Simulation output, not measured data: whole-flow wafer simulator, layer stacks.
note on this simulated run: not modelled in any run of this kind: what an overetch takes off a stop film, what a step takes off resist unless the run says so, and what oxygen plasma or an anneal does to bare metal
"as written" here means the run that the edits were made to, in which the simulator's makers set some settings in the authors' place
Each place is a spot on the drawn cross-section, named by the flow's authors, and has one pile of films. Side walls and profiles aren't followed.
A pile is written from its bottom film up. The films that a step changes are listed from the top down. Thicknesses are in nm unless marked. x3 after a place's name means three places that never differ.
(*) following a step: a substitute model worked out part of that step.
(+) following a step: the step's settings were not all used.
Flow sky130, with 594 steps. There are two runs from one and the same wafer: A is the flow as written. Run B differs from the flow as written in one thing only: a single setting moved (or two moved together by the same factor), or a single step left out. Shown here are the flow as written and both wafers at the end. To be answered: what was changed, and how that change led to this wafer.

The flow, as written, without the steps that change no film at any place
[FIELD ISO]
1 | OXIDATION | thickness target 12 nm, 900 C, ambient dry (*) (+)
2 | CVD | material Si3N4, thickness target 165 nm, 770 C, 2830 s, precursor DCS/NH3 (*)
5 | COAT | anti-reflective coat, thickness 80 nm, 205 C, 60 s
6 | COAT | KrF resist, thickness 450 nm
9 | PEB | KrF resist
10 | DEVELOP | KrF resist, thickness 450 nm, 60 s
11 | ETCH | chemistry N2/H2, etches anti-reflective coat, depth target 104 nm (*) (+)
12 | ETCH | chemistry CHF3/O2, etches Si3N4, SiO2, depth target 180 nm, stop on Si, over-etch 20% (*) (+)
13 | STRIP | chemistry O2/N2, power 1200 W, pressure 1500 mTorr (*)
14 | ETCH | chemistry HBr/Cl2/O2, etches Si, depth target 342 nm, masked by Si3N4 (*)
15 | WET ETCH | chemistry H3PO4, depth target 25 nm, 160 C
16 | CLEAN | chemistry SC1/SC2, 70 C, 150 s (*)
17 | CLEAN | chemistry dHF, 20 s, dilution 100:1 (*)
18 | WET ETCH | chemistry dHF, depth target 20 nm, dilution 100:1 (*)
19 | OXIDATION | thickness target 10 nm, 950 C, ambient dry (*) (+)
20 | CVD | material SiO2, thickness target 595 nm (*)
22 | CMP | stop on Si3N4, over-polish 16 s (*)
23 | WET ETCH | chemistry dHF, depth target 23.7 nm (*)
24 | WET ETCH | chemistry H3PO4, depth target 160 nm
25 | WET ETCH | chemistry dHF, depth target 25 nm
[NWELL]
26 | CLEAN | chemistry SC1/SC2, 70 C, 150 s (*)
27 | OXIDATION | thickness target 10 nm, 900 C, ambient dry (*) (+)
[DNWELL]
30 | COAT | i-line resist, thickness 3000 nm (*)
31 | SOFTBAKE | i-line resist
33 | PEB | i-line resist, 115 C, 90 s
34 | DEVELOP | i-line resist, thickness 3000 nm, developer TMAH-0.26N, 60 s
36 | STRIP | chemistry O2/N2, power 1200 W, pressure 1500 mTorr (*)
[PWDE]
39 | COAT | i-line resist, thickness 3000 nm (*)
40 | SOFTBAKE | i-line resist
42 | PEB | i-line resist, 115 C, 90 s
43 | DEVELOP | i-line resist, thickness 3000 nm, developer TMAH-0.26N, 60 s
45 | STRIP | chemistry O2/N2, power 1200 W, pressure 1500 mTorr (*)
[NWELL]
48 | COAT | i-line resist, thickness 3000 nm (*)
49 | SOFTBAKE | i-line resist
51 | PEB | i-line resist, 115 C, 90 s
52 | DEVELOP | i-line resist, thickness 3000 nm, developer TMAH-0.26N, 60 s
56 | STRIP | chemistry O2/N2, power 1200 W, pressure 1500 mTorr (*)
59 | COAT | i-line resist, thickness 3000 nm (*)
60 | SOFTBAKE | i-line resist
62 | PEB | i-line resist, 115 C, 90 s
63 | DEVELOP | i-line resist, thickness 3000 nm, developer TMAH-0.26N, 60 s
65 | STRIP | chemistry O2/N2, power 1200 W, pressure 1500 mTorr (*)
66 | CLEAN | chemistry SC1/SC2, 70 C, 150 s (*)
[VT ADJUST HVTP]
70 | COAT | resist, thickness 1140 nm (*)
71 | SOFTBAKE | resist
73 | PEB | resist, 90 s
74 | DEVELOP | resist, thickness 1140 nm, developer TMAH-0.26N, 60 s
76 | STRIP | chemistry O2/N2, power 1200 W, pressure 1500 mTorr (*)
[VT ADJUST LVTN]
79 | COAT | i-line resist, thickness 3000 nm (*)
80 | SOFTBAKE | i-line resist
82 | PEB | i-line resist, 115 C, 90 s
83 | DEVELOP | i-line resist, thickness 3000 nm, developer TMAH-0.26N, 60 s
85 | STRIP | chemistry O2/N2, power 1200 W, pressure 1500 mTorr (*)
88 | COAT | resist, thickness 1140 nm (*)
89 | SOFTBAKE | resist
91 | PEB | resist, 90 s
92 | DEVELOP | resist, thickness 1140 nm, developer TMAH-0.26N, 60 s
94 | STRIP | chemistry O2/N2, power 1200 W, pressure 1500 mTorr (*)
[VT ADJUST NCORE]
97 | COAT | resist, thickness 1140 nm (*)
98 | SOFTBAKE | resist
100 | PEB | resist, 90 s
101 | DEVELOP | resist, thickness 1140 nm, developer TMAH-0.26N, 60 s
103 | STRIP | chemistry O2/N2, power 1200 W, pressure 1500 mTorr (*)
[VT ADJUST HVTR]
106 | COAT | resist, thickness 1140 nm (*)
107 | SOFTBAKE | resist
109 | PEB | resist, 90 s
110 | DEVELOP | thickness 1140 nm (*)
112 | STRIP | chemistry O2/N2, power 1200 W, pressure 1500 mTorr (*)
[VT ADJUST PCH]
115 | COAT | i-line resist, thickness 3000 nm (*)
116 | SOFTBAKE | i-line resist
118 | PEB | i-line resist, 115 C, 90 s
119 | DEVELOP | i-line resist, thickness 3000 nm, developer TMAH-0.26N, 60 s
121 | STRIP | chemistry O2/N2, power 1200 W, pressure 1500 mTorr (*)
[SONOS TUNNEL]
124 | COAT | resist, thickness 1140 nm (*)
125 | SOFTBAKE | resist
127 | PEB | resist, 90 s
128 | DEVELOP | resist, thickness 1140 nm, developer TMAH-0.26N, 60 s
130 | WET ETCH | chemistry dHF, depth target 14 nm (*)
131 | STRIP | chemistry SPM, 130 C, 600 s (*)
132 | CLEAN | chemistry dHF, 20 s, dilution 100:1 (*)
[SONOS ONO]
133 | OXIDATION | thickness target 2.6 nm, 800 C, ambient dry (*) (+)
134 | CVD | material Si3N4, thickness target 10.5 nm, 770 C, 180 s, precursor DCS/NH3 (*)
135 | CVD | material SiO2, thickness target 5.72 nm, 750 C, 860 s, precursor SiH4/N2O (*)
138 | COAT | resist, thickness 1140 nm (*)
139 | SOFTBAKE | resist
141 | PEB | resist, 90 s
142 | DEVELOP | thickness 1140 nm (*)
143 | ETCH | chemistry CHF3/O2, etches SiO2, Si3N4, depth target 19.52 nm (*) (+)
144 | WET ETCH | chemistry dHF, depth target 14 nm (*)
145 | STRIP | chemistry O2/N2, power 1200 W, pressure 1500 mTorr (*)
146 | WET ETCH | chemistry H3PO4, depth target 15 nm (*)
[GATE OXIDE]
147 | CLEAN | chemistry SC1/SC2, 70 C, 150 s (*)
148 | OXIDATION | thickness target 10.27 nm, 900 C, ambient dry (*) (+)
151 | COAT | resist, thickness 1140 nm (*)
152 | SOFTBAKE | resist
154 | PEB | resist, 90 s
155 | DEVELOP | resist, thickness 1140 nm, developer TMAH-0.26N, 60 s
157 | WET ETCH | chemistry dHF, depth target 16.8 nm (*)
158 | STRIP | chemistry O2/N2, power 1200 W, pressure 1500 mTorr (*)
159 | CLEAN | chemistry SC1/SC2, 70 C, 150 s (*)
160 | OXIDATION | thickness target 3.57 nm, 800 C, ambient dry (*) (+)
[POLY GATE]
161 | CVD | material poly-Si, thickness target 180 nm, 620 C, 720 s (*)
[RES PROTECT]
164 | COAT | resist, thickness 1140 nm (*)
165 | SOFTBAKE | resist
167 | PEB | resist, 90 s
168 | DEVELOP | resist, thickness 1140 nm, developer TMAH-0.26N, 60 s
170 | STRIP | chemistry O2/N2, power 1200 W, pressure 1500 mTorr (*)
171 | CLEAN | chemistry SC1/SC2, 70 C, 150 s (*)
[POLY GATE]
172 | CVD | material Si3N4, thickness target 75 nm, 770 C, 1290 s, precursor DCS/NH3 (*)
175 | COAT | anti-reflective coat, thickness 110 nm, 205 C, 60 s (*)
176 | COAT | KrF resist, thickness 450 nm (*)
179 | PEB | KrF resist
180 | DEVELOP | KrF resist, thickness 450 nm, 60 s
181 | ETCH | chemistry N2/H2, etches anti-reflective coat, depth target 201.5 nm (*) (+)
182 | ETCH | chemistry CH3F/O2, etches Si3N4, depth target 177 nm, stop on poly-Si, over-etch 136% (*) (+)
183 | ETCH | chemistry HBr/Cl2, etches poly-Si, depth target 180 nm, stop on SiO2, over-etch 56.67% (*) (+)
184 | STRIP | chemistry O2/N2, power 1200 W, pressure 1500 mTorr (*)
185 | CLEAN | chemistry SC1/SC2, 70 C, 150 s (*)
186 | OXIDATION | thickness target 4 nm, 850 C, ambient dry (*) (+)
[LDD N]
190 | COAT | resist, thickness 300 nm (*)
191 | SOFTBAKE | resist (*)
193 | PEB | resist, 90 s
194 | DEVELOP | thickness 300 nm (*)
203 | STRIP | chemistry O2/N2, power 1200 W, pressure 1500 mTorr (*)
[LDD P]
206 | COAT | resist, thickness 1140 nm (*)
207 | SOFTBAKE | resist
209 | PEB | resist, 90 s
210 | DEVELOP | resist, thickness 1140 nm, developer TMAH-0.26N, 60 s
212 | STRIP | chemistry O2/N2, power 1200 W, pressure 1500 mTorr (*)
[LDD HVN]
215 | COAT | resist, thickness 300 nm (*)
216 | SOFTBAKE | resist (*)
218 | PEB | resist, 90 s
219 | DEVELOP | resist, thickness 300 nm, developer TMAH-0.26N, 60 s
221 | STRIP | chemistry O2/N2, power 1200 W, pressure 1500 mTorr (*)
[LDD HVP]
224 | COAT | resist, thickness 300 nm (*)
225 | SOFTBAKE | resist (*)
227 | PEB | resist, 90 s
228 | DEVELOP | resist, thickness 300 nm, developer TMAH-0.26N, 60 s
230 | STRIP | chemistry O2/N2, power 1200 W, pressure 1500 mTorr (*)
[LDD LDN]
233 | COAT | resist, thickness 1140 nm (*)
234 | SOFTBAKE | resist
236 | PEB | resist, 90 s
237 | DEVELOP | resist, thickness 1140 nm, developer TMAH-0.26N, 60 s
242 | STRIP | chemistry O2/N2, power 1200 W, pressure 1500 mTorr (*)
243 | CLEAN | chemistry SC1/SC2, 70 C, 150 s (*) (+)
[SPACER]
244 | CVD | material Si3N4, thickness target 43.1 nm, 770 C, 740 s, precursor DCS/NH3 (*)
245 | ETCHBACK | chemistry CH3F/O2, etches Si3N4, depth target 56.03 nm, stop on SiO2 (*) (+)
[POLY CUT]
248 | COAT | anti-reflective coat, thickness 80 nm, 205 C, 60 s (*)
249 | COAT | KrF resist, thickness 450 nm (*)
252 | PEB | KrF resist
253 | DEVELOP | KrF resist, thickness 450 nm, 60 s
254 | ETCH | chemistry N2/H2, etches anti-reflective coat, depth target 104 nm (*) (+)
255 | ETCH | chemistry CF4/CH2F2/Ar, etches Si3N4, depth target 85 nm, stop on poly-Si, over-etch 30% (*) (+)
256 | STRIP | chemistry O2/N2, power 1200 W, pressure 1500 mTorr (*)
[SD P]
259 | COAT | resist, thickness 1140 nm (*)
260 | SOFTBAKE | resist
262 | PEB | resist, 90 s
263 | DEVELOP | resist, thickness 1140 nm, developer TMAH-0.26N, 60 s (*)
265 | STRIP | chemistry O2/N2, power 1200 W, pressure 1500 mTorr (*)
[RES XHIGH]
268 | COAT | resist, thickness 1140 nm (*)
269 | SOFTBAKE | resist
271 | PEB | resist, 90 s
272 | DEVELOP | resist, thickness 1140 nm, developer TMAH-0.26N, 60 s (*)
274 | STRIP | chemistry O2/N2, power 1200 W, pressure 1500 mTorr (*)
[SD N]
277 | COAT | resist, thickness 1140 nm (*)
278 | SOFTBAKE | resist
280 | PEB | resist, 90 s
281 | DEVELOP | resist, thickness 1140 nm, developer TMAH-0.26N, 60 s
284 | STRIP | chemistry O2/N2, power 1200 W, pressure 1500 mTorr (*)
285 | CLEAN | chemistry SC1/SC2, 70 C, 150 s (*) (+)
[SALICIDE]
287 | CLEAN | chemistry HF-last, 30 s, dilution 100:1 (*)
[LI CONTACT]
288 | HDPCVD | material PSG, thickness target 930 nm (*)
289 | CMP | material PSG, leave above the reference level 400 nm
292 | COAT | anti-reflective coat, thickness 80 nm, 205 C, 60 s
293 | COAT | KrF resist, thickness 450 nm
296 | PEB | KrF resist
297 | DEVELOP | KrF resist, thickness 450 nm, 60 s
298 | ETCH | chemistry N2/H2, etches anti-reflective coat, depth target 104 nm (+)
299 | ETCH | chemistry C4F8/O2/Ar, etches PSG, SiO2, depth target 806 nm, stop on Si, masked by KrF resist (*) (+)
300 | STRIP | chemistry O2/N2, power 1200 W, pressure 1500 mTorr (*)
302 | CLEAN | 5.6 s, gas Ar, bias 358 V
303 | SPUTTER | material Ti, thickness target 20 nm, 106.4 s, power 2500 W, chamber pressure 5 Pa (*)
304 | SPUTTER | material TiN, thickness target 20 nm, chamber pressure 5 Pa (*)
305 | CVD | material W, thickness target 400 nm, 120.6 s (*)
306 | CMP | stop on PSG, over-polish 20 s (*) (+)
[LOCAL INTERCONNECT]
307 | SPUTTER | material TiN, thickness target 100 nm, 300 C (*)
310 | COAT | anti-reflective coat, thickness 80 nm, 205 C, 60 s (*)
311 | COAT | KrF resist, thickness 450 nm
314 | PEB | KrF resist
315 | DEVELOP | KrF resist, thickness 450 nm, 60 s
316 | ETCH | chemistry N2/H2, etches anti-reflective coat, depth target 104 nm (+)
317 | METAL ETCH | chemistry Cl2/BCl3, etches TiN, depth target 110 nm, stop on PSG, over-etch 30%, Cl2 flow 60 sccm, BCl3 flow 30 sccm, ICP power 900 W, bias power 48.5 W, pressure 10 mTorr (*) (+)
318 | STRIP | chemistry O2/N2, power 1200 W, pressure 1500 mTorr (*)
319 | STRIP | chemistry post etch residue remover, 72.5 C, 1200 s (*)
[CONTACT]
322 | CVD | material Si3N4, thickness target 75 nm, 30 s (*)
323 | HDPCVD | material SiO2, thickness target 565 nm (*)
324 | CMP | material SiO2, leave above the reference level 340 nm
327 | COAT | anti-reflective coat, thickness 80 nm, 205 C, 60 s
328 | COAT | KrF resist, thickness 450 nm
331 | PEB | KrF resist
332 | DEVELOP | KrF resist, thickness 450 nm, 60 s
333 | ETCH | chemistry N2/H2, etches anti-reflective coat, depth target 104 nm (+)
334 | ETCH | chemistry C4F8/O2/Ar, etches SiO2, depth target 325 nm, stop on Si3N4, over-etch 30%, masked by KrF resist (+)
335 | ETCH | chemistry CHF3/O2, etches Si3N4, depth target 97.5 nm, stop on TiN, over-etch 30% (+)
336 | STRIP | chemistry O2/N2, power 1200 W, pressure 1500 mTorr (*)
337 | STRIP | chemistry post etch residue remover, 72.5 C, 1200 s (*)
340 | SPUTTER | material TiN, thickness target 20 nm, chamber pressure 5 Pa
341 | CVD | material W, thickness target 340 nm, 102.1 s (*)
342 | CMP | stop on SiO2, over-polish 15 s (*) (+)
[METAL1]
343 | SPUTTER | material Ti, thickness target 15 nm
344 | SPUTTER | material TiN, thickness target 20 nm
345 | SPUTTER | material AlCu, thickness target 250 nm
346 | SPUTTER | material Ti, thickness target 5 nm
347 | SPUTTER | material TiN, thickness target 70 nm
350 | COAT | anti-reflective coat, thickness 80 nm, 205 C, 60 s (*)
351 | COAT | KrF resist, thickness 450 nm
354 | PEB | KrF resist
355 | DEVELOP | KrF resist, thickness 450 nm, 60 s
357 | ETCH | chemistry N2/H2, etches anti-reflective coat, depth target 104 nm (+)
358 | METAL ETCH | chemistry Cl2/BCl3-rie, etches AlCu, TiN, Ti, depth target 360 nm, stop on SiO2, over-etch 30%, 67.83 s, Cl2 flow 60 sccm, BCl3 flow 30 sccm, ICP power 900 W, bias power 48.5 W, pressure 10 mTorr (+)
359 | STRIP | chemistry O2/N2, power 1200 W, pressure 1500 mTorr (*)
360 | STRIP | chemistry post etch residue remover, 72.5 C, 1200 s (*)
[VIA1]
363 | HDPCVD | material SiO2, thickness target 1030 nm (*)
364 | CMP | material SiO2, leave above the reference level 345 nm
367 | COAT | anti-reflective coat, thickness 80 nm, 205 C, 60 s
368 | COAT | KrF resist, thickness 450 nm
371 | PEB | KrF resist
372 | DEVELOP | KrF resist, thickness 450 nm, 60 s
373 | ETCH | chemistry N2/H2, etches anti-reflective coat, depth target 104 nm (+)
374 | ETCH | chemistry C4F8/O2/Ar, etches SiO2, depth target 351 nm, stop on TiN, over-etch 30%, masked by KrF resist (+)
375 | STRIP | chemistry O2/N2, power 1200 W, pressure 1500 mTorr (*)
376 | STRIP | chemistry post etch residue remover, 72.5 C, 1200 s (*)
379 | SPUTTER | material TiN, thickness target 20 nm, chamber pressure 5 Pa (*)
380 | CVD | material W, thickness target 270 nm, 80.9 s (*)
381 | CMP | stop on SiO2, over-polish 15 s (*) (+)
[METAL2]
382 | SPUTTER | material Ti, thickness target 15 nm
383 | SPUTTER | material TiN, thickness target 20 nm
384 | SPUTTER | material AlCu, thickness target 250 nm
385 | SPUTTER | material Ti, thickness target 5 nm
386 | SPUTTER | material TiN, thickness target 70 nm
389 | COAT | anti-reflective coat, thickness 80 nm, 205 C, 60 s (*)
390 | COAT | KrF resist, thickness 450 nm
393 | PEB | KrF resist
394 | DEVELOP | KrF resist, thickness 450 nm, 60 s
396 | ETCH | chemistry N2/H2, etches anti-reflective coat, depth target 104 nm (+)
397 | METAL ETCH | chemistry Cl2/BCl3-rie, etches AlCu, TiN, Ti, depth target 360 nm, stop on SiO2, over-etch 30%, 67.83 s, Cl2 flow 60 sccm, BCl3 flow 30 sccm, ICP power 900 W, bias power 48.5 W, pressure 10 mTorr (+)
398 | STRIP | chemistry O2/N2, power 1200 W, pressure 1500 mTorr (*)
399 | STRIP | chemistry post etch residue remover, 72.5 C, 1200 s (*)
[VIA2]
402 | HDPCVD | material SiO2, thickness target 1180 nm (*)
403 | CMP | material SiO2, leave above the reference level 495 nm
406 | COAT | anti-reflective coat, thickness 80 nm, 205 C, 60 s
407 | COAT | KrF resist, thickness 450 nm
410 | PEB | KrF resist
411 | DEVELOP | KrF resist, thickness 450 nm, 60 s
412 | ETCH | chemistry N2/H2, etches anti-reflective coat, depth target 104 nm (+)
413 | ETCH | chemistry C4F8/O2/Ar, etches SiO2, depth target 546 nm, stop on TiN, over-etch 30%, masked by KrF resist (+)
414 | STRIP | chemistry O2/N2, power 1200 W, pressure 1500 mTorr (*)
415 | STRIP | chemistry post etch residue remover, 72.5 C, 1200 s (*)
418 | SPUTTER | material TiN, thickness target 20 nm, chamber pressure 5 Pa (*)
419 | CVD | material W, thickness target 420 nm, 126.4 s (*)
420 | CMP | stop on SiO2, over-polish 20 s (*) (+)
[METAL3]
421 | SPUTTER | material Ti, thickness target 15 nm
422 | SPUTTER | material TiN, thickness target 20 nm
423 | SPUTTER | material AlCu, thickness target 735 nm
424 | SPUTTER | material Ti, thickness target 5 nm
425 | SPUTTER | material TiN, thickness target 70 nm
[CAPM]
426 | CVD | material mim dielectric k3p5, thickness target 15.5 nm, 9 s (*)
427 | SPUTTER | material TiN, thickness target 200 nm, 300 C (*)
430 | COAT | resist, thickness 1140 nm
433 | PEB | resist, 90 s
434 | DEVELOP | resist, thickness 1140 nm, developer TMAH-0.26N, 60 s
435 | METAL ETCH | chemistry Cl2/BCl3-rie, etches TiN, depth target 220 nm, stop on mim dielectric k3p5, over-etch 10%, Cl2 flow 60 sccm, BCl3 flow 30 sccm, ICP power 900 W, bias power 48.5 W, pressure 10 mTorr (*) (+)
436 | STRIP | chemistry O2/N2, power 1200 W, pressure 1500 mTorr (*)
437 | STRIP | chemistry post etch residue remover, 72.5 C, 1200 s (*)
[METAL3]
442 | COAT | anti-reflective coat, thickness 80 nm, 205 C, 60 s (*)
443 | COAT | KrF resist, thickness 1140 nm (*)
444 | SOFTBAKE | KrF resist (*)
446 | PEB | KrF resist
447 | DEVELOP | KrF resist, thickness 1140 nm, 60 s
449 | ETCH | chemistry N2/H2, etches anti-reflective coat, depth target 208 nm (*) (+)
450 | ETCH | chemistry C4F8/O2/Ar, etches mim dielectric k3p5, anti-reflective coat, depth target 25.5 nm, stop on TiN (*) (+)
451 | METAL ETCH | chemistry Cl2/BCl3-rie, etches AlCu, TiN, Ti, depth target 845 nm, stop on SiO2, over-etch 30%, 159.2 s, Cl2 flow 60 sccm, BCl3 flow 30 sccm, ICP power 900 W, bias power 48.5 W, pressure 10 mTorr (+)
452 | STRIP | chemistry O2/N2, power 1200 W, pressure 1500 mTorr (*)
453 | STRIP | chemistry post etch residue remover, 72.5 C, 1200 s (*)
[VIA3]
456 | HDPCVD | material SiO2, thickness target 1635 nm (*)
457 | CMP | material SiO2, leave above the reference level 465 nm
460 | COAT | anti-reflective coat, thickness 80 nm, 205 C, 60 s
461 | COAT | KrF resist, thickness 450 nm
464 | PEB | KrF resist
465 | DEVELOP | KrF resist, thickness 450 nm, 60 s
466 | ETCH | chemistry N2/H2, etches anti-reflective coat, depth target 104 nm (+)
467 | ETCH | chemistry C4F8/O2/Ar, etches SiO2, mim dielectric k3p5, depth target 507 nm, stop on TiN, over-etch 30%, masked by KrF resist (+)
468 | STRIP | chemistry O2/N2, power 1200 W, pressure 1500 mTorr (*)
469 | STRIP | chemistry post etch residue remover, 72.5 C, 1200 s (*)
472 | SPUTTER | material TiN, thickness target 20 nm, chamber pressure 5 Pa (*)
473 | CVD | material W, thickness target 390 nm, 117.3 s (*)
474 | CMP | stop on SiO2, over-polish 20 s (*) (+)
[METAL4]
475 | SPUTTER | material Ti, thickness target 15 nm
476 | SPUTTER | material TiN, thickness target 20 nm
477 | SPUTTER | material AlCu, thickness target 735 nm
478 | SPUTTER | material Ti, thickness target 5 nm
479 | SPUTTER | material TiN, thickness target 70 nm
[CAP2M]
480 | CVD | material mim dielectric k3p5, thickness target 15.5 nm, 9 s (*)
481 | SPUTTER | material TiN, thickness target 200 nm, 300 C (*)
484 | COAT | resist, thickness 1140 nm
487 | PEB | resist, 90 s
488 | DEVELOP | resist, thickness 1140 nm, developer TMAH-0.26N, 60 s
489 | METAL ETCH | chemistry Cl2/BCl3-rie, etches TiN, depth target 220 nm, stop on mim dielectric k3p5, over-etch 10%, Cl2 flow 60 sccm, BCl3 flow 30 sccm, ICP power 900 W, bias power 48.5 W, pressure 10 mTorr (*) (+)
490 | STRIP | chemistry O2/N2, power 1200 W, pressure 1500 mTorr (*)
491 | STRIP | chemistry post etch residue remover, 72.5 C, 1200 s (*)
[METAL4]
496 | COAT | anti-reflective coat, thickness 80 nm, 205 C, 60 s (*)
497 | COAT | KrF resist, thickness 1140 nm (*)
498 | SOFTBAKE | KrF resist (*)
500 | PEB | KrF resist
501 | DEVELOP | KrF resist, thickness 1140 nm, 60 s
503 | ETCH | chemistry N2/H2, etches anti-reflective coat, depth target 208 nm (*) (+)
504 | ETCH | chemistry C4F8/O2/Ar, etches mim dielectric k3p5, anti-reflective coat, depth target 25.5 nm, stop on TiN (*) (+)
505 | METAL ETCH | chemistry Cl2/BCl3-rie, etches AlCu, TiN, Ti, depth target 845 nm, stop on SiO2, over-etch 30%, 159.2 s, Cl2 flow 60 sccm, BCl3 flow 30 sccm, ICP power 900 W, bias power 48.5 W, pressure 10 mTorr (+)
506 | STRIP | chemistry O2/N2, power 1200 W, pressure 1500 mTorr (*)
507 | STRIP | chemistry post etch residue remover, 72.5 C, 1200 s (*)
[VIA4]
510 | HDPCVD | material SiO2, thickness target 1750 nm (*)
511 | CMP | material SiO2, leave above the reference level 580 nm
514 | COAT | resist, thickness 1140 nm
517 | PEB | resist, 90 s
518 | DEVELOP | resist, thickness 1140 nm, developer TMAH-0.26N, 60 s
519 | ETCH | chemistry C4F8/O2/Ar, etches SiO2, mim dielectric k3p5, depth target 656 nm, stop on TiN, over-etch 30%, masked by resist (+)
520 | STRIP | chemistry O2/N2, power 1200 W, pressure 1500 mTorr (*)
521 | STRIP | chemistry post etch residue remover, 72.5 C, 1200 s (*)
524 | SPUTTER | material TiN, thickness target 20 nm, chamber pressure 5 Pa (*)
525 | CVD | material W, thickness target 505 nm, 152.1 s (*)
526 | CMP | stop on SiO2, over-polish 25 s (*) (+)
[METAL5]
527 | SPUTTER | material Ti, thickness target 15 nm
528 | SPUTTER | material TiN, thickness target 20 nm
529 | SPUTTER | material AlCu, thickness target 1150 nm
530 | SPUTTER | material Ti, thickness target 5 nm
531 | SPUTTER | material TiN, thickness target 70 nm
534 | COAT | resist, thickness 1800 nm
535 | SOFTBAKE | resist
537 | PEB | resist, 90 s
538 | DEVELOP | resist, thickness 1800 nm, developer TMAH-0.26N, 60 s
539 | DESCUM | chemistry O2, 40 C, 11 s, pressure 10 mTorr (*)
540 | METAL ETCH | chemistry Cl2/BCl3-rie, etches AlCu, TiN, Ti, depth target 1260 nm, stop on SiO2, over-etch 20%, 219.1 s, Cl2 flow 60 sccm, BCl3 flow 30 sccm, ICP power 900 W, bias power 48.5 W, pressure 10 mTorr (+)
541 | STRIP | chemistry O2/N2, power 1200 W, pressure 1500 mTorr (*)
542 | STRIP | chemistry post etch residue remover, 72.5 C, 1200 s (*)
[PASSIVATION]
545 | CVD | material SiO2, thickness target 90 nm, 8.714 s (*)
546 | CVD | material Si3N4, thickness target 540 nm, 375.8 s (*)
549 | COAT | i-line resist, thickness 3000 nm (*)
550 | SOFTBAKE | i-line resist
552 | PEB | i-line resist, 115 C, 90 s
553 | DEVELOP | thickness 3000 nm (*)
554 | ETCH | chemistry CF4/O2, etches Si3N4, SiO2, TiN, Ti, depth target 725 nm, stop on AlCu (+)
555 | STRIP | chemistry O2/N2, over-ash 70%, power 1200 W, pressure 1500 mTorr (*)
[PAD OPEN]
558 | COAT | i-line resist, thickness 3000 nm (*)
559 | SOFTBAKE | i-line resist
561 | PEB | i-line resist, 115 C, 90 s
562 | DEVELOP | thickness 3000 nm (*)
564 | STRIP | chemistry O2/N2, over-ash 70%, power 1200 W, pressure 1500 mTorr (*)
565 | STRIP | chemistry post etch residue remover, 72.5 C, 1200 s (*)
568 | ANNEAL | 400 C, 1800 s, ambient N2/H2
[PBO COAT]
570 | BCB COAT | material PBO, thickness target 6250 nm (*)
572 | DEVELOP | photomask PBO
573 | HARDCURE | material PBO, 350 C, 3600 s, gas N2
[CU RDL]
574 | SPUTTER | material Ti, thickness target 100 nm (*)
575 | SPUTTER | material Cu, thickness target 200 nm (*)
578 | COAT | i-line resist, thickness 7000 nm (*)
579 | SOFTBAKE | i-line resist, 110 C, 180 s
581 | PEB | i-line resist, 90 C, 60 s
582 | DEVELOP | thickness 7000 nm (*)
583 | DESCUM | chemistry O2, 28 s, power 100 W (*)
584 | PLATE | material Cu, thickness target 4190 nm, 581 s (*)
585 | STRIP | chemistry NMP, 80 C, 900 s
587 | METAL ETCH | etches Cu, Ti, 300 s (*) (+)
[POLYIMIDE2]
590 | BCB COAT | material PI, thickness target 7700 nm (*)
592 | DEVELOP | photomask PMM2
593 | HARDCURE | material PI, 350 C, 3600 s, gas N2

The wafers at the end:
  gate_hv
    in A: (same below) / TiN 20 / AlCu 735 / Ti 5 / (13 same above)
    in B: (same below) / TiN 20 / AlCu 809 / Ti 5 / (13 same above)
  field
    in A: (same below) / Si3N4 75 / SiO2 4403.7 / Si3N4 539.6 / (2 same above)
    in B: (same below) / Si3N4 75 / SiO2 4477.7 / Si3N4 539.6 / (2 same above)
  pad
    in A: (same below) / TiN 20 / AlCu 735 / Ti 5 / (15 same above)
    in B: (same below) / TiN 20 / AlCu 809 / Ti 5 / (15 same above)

The reason: step 423, SPUTTER: thickness target 809 nm was run, though the flow has thickness target 735 nm.
One can read it off the wafer: gate_hv has AlCu 809, and step 423 as written asks for 735 nm.

The path from the change to this, step by step:
  423 | SPUTTER | material AlCu, thickness target 735 nm
      field, active, n_well and 188 more: A +735 AlCu (new film) | B +809 AlCu (new film)
  451 | METAL ETCH | chemistry Cl2/BCl3-rie, etches AlCu, TiN, Ti, depth target 845 nm, stop on SiO2, over-etch 30%, 159.2 s, Cl2 flow 60 sccm, BCl3 flow 30 sccm, ICP power 900 W, bias power 48.5 W, pressure 10 mTorr (+)
      field, active, gate and 69 more: A -70 TiN (all of it), -5 Ti (all of it), -735 AlCu (all of it), -20 TiN (all of it), -15 Ti (all of it), -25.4 SiO2 | B -70 TiN (all of it), -5 Ti (all of it), -809 AlCu (all of it), -20 TiN (all of it), -15 Ti (all of it), -18 SiO2
      vpp_ln, vpp_iso2, ndiff_ln and 9 more: A -70 TiN (all of it), -5 Ti (all of it), -735 AlCu (all of it), -20 TiN (all of it), -15 Ti (all of it), -25.3 SiO2 | B -70 TiN (all of it), -5 Ti (all of it), -809 AlCu (all of it), -20 TiN (all of it), -15 Ti (all of it), -17.9 SiO2
      (also at 1 further place)
  457 | CMP | material SiO2, leave above the reference level 465 nm
      field, active, gate and 62 more: A -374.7 SiO2 | B -308.1 SiO2
      vpp_ln, vpp_iso1, vpp_iso2 and 17 more: A -374.7 SiO2 | B -308 SiO2
